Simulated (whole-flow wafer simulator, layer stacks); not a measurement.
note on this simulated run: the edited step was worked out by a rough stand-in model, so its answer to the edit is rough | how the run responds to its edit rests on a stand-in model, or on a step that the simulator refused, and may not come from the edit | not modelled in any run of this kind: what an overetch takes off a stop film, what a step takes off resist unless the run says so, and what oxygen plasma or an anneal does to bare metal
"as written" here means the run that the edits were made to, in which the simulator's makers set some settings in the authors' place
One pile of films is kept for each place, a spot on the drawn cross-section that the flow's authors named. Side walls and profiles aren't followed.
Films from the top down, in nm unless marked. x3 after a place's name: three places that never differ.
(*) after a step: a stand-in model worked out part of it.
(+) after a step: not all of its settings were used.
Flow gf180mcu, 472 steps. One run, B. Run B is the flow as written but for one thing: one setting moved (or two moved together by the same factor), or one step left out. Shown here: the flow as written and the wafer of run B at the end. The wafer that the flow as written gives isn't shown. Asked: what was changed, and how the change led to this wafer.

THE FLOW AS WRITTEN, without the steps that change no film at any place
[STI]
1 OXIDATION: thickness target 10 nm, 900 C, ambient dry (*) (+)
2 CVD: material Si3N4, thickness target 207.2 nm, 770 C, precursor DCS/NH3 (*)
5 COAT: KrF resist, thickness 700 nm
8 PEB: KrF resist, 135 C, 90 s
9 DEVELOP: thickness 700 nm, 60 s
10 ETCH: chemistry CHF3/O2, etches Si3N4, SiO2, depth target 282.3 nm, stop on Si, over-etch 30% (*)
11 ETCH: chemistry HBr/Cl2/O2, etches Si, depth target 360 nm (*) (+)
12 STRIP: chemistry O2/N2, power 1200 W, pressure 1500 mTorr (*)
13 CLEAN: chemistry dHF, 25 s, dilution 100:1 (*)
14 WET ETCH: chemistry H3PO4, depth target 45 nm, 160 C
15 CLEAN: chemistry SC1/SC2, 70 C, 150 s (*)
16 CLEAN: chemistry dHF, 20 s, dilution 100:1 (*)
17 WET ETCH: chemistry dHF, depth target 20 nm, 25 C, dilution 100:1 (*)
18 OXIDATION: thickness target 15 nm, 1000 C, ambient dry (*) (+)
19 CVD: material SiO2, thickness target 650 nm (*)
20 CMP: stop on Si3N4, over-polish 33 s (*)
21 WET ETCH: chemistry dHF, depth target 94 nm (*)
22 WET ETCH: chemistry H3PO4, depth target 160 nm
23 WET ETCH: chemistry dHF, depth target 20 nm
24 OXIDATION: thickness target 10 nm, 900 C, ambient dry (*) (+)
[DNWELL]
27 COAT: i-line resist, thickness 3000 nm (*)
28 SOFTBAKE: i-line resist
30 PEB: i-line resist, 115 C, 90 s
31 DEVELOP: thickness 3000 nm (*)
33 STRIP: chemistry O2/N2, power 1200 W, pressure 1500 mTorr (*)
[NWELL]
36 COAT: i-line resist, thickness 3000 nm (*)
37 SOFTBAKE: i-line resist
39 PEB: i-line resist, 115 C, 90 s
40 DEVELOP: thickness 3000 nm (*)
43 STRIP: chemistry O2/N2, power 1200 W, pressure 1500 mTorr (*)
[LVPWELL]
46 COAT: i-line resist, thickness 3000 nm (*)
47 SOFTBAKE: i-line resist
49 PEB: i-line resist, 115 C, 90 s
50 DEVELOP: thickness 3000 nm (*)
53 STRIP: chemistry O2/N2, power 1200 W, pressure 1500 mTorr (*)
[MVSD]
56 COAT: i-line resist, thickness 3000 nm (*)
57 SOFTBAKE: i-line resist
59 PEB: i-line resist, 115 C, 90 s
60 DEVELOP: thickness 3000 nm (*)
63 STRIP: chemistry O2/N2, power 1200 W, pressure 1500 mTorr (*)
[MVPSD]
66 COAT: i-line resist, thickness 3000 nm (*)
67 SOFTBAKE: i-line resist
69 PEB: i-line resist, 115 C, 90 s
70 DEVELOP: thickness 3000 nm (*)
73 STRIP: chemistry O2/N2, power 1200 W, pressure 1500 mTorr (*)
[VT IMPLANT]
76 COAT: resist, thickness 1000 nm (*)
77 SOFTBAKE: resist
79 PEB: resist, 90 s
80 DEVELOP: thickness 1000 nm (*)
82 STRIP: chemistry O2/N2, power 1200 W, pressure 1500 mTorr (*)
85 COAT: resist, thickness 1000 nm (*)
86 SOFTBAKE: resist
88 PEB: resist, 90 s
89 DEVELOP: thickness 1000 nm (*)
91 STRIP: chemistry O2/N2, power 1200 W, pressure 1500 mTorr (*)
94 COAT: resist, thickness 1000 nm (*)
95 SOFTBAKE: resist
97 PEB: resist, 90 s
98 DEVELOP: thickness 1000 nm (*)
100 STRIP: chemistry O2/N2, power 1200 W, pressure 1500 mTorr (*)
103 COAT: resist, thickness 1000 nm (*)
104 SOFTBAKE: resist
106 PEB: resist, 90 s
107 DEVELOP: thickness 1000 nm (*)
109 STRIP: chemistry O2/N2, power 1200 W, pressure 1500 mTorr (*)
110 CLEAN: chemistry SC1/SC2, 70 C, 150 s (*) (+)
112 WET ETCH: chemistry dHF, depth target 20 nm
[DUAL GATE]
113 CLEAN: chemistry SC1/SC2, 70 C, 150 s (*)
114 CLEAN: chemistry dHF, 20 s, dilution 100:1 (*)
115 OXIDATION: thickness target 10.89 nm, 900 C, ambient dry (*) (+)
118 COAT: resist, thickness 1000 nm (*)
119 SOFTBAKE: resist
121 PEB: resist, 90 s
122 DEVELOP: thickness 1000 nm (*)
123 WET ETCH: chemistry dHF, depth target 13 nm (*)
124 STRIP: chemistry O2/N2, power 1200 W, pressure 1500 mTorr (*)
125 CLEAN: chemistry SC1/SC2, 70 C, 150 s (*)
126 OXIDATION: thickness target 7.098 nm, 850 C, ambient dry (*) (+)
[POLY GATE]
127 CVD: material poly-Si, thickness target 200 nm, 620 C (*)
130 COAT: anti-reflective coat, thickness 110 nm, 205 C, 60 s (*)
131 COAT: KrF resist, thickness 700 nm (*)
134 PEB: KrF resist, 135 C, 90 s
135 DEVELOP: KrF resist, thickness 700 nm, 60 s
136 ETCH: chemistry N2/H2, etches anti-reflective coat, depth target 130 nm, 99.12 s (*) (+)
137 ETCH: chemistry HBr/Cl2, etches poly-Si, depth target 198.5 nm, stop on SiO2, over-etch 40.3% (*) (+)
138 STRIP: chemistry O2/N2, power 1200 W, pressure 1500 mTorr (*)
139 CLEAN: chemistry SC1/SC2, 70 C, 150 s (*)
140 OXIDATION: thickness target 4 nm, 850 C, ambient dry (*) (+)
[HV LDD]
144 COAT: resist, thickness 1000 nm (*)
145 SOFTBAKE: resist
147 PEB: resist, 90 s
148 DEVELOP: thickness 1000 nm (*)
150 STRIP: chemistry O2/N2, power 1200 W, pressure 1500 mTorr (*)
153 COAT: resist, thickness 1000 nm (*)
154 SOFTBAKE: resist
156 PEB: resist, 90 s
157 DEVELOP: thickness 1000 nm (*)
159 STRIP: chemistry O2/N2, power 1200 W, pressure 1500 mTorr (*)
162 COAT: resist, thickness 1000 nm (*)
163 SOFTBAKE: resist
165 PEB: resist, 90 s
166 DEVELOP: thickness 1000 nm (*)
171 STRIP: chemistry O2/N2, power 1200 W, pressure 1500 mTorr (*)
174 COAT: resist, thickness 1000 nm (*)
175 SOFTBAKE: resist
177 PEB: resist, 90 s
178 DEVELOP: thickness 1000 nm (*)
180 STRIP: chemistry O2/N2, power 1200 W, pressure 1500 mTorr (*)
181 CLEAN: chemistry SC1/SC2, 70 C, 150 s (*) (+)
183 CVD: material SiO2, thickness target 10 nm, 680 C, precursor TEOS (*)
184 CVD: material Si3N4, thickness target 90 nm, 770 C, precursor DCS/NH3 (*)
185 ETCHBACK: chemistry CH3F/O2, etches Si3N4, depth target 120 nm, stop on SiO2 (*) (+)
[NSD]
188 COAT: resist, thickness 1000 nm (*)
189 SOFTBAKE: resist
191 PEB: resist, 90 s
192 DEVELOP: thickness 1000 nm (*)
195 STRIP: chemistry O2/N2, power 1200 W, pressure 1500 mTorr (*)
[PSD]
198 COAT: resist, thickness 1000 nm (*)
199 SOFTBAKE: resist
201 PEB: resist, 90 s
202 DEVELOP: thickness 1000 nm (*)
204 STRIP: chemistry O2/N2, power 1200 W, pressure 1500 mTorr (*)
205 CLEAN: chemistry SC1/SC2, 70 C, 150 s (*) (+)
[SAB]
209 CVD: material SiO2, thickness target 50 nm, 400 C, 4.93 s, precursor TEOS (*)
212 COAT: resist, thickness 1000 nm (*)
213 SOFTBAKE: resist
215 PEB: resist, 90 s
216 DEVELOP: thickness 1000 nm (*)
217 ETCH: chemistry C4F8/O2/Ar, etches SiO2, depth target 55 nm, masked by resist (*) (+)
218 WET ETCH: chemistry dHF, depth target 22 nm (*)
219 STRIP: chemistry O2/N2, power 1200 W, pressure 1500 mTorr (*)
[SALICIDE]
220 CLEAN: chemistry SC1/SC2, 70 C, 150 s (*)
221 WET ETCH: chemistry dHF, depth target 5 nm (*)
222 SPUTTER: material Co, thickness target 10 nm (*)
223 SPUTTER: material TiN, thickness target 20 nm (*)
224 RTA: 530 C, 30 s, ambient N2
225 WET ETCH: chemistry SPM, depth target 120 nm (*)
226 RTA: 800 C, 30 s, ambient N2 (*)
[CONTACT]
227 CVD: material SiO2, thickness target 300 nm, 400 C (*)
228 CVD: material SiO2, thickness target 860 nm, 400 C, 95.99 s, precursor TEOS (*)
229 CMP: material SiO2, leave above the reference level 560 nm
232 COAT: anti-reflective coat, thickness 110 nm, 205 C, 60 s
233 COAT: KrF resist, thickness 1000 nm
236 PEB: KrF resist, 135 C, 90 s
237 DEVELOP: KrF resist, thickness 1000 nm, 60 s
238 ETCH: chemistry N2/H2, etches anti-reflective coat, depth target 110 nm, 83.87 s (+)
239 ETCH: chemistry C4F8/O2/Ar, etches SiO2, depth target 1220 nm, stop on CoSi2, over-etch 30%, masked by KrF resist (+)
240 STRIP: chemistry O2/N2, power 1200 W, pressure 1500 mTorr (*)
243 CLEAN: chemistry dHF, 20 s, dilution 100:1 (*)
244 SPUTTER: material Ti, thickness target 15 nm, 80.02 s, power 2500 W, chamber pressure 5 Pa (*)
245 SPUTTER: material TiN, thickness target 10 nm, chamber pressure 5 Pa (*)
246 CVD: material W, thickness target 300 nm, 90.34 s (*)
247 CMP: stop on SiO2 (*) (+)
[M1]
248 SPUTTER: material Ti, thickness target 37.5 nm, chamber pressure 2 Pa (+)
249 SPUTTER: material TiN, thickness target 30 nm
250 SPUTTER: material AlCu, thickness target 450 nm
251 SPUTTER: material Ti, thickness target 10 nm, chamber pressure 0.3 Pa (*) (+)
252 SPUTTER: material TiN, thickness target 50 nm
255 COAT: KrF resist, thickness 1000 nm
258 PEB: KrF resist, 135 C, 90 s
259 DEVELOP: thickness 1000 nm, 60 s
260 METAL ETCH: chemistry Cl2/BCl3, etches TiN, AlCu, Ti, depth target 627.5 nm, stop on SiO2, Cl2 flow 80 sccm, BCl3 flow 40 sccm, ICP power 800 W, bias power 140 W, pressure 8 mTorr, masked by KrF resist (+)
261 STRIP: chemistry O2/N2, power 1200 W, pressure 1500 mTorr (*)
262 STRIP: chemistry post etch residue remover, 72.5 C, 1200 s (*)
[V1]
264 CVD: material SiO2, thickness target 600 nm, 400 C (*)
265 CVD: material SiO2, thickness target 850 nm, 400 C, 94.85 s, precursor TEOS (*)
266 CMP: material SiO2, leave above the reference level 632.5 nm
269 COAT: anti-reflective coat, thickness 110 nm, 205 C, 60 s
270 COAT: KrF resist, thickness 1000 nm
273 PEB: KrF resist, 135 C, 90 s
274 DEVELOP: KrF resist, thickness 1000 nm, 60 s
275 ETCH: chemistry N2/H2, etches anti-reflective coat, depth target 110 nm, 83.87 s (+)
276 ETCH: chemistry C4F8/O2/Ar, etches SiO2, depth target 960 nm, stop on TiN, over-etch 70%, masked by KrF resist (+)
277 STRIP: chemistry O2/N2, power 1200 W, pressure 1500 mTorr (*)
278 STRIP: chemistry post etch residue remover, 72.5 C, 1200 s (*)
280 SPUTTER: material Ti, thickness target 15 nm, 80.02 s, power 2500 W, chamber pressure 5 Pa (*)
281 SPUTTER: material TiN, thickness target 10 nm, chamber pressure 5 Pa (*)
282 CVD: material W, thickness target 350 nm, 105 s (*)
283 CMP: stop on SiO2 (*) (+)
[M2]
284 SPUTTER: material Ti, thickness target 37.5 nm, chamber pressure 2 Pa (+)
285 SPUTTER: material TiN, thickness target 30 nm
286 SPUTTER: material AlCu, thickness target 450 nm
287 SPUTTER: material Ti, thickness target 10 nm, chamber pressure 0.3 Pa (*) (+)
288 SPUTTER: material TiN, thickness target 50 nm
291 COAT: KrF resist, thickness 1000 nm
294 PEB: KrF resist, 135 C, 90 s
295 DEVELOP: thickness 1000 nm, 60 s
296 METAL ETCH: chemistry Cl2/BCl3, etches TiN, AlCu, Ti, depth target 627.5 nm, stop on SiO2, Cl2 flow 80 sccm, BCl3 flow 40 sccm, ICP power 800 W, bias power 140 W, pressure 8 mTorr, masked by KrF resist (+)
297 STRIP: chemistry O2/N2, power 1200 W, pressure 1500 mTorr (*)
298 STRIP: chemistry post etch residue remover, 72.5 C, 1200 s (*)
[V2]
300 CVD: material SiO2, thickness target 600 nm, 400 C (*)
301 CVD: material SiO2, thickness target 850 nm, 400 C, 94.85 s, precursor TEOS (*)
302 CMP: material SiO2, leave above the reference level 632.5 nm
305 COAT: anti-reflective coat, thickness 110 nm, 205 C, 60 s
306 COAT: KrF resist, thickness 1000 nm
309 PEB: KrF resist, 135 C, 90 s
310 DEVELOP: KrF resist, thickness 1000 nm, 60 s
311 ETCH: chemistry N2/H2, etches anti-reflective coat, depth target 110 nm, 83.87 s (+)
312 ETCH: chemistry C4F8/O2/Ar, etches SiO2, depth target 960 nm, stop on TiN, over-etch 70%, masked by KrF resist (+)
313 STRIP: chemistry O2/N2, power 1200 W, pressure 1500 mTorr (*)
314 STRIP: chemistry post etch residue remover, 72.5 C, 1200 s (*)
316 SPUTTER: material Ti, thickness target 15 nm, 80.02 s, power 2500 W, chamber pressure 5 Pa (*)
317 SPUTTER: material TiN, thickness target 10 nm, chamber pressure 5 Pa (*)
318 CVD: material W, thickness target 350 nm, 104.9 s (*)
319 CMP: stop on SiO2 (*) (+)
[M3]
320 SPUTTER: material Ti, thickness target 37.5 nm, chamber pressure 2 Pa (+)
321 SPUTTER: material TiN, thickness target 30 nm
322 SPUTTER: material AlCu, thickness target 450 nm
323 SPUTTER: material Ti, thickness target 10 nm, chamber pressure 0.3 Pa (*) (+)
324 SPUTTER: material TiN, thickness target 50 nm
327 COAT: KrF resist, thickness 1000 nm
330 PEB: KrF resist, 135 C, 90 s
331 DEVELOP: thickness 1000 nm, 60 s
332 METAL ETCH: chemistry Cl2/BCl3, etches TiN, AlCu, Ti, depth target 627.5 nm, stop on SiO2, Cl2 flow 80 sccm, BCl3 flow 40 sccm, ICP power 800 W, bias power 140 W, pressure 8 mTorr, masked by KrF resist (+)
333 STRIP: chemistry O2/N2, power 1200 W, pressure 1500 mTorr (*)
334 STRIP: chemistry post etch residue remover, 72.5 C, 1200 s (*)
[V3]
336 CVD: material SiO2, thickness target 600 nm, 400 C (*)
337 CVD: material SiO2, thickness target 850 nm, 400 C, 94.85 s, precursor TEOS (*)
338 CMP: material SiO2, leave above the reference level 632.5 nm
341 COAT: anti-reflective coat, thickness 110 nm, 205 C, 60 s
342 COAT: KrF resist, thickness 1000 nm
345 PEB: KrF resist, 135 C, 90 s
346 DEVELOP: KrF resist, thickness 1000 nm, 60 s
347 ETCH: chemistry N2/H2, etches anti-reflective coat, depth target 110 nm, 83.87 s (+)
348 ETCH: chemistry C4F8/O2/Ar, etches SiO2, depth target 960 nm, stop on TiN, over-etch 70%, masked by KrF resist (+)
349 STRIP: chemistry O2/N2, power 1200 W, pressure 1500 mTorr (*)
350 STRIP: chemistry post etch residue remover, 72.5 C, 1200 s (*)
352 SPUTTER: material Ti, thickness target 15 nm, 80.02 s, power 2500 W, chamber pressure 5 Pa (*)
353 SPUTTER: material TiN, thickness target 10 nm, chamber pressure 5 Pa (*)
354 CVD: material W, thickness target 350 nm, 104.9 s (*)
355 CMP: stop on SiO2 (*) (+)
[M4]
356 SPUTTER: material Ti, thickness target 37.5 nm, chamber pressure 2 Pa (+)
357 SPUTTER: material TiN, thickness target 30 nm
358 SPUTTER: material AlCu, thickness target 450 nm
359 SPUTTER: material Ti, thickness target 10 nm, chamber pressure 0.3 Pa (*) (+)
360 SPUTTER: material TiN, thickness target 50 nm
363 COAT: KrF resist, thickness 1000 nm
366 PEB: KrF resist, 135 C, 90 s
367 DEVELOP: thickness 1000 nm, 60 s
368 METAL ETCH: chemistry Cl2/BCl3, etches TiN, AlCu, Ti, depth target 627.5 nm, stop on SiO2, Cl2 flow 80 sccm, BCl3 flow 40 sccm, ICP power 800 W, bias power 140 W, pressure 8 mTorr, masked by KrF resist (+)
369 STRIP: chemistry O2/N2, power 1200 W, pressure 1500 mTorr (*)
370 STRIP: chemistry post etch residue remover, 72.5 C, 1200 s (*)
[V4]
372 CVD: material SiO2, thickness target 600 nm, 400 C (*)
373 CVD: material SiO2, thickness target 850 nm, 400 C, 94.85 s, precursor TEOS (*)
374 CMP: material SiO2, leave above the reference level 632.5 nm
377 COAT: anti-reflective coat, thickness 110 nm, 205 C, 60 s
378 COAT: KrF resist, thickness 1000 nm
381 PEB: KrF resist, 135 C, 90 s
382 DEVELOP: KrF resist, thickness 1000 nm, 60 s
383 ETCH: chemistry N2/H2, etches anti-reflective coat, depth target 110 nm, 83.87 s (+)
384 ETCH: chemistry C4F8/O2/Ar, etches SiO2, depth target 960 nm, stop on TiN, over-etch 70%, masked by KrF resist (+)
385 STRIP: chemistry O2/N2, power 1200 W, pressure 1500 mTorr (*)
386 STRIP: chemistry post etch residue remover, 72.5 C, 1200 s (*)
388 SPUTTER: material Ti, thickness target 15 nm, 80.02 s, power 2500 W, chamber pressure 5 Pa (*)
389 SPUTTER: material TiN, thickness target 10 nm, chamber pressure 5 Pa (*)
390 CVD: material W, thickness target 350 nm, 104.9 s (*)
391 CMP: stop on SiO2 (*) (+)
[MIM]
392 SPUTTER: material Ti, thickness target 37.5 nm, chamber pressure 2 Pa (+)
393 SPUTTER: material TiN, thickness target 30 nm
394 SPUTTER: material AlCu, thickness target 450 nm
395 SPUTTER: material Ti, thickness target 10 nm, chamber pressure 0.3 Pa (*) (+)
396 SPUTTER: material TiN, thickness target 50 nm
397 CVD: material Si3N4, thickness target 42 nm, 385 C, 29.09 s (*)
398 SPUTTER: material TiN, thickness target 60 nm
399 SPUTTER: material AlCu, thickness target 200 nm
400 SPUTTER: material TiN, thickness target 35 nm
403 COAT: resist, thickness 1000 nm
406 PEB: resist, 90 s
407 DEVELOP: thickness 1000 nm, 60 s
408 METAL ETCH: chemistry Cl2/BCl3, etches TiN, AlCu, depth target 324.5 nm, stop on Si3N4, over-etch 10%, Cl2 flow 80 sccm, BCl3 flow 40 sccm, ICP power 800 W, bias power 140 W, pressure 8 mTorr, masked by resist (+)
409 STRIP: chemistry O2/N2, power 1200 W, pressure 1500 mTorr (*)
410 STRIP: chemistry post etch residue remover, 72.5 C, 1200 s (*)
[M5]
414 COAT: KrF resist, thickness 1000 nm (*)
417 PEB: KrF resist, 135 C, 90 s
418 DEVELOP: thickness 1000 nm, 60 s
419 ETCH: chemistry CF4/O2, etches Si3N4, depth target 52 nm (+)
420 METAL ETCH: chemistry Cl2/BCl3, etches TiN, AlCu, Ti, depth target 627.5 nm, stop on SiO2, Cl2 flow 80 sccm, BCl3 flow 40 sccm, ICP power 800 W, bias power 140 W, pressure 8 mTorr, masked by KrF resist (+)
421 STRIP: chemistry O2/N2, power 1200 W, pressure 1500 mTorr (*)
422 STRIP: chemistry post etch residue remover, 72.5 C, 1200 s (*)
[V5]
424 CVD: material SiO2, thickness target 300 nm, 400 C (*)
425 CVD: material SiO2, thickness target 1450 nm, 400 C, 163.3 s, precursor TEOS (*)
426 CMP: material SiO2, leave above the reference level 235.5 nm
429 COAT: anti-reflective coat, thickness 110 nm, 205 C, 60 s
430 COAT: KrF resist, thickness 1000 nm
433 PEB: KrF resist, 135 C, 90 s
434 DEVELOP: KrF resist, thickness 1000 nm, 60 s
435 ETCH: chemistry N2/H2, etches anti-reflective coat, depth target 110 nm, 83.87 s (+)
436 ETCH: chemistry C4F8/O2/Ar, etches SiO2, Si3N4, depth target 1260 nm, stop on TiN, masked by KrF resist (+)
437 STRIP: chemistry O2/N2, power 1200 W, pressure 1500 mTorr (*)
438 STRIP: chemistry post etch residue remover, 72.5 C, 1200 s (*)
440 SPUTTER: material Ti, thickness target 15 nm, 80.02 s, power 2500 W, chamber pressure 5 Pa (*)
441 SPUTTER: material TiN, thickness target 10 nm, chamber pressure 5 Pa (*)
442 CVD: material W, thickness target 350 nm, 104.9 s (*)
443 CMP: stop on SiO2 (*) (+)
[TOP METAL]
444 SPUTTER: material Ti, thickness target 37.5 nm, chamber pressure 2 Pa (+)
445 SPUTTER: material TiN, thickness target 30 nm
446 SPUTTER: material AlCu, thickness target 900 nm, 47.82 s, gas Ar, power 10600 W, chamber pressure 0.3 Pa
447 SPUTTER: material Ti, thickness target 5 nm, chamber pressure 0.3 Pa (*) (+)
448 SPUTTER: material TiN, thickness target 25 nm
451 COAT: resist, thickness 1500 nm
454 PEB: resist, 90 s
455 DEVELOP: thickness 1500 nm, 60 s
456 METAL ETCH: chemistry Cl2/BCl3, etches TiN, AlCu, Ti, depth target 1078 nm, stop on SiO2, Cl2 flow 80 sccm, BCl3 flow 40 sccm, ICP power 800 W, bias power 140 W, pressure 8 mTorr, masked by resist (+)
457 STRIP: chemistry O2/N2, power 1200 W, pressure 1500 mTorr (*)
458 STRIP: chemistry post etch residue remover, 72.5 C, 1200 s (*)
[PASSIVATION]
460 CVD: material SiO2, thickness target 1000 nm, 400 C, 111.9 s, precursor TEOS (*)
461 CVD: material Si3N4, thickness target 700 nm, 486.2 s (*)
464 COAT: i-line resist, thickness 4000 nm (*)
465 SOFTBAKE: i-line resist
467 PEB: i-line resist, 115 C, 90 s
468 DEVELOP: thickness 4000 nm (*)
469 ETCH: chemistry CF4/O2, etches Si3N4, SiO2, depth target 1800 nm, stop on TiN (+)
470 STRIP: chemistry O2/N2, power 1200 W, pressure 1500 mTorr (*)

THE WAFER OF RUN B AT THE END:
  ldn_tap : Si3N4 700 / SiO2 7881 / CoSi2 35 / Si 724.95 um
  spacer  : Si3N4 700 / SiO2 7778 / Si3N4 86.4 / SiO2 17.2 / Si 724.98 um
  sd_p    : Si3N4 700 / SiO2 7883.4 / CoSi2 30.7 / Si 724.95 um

The cause: step 209, CVD: thickness target 70 nm was run, where the flow has thickness target 50 nm.

How the change led to this, step by step:
  209 CVD: material SiO2, thickness target 50 nm, 400 C, 4.93 s, precursor TEOS (*)
      field, field__w7, field__w8 and 73 more: SiO2 +70 (as written it would be: SiO2 +50)
      field_sub__w1, field_sub__w3, field_sub__w4, field_sub__w5, ld_drift_n, nplus_u: SiO2 +68.5 (as written it would be: SiO2 +48.9)
      (and at 27 more places)
  217 ETCH: chemistry C4F8/O2/Ar, etches SiO2, depth target 55 nm, masked by resist (*) (+)
      spacer: SiO2 -55 (as written it would be: SiO2 -50 (all of it), Si3N4 -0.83)
  218 WET ETCH: chemistry dHF, depth target 22 nm (*)
      ldn_tap, ldn_src, ldn_drn, ldp_tap, ldp_src, ldp_drn, ldp_gr: SiO2 -34.9 (as written it would be: SiO2 -16 (all of it))
      ld_drn_n, ld_sd_p: SiO2 -33.7 (as written it would be: SiO2 -14.8 (all of it))
      (and at 91 more places)
  219 STRIP: chemistry O2/N2, power 1200 W, pressure 1500 mTorr (*)
      active_hv, active_nat, ld_sd_n and 10 more: nothing (as written it would be: chemical SiO2 +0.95 (new film), Si -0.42)
  220 CLEAN: chemistry SC1/SC2, 70 C, 150 s (*)
      active_nat: SiO2 -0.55 (all of it) (as written it would be: chemical SiO2 -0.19, Si -0.21)
  221 WET ETCH: chemistry dHF, depth target 5 nm (*)
      ldn_tap, ldp_tap, ldp_src, ldp_drn, ldp_gr: SiO2 -0.72 (all of it) (as written it would be: chemical SiO2 -0.76 (all of it))
      active_nat, ld_sd_n: nothing (as written it would be: chemical SiO2 -0.76 (all of it))
      (and at 6 more places)
  223 SPUTTER: material TiN, thickness target 20 nm (*)
      field__w12: TiN +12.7 (new film) (as written it would be: TiN +12 (new film))
      sd_p: TiN +17.3 (new film) (as written it would be: TiN +17.9 (new film))
      (and at 1 more place)
  224 RTA: 530 C, 30 s, ambient N2
      sd_p: under 1 film: CoSi +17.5 (new film), Co -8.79 (all of it), Si -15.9 (as written it would be: under 1 film: CoSi +18.1 (new film), Co -9.08 (all of it), Si -16.5)
  225 WET ETCH: chemistry SPM, depth target 120 nm (*)
      field__w12: TiN -12.7 (all of it), Co -6.44 (all of it) (as written it would be: TiN -12 (all of it), Co -6.15 (all of it))
      sd_p: TiN -17.3 (all of it) (as written it would be: TiN -17.9 (all of it))
      (and at 1 more place)
  226 RTA: 800 C, 30 s, ambient N2 (*)
      sd_p: CoSi2 +30.7 (new film), CoSi -17.5 (all of it), Si -15.9 (as written it would be: CoSi2 +31.8 (new film), CoSi -18.1 (all of it), Si -16.5)
  229 CMP: material SiO2, leave above the reference level 560 nm
      ldn_sep__w1, ldn_sep__w2, ldn_dft and 8 more: SiO2 -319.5 (as written it would be: SiO2 -311.1)
      sti, mim_1p0, pad, dice_street, iso_nw_fld, iso_fld_sub: SiO2 -305.3 (as written it would be: SiO2 -297)
      (and at 43 more places)
